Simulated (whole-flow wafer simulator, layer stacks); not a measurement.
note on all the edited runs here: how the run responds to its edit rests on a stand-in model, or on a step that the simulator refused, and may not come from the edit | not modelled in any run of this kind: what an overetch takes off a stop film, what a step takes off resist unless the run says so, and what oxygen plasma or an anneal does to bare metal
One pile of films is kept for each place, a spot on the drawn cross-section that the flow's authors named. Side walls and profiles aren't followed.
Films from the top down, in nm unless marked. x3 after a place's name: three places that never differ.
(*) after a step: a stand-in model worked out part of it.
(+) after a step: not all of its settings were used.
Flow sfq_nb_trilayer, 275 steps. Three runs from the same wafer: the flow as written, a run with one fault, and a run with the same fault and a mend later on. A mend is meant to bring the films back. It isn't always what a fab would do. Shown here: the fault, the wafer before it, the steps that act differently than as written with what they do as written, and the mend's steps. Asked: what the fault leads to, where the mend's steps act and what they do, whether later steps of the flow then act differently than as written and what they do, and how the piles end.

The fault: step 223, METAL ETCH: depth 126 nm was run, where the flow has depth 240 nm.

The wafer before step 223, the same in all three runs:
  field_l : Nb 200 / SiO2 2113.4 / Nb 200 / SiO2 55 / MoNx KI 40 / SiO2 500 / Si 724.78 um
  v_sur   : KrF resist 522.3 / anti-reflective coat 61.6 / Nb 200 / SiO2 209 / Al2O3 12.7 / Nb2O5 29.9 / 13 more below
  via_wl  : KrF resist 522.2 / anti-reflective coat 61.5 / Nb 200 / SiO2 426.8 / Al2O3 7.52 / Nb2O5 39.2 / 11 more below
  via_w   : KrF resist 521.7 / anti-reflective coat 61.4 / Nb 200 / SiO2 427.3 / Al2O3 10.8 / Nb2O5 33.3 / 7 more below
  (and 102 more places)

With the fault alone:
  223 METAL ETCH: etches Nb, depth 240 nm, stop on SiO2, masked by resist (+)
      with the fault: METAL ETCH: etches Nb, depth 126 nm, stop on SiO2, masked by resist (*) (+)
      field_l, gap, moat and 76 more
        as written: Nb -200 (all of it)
        with the fault: Nb -126
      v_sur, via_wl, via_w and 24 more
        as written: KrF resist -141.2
        with the fault: KrF resist -74.1
  Later steps of the flow that act differently than as written:
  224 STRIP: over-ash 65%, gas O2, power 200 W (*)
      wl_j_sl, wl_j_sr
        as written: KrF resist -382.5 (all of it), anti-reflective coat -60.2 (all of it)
        with the fault: KrF resist -449.6 (all of it), anti-reflective coat -60.2 (all of it)
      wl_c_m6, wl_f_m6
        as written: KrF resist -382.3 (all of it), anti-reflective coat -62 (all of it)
        with the fault: KrF resist -449.3 (all of it), anti-reflective coat -62 (all of it)
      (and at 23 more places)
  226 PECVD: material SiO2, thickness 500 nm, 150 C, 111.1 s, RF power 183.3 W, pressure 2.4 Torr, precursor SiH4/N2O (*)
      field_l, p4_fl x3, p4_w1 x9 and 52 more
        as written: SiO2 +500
        with the fault: SiO2 +500 (new film)
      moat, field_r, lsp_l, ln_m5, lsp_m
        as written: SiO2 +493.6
        with the fault: SiO2 +500 (new film)
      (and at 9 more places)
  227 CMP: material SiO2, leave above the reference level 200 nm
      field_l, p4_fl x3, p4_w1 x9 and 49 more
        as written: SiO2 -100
        with the fault: SiO2 -174
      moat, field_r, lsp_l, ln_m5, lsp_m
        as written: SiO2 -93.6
        with the fault: SiO2 -174
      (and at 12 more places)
  At the end the piles differ from the flow's by more than 2% or 0.5 nm, whichever is larger, at field_l, gap, moat and 76 more.
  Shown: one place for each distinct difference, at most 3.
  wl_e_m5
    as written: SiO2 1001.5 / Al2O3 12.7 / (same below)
    with the fault: SiO2 718.5 / Nb 74 / SiO2 209 / Al2O3 12.7 / (same below)
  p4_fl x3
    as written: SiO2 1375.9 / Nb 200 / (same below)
    with the fault: SiO2 718.5 / Nb 74 / SiO2 583.4 / Nb 200 / (same below)
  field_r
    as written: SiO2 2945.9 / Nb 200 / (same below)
    with the fault: SiO2 718.5 / Nb 74 / SiO2 2153.4 / Nb 200 / (same below)

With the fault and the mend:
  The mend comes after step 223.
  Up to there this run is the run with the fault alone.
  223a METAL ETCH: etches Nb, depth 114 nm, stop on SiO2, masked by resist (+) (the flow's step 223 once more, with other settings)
      field_l, gap, moat and 76 more
        Nb -74 (all of it)
      v_sur, via_wl, via_w and 24 more
        KrF resist -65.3
  No later step of the flow acts differently than as written, at any place that is followed, by more than 2% or 0.5 nm, whichever is larger.
  At the end the piles are the same as the flow's at every place that both follow.
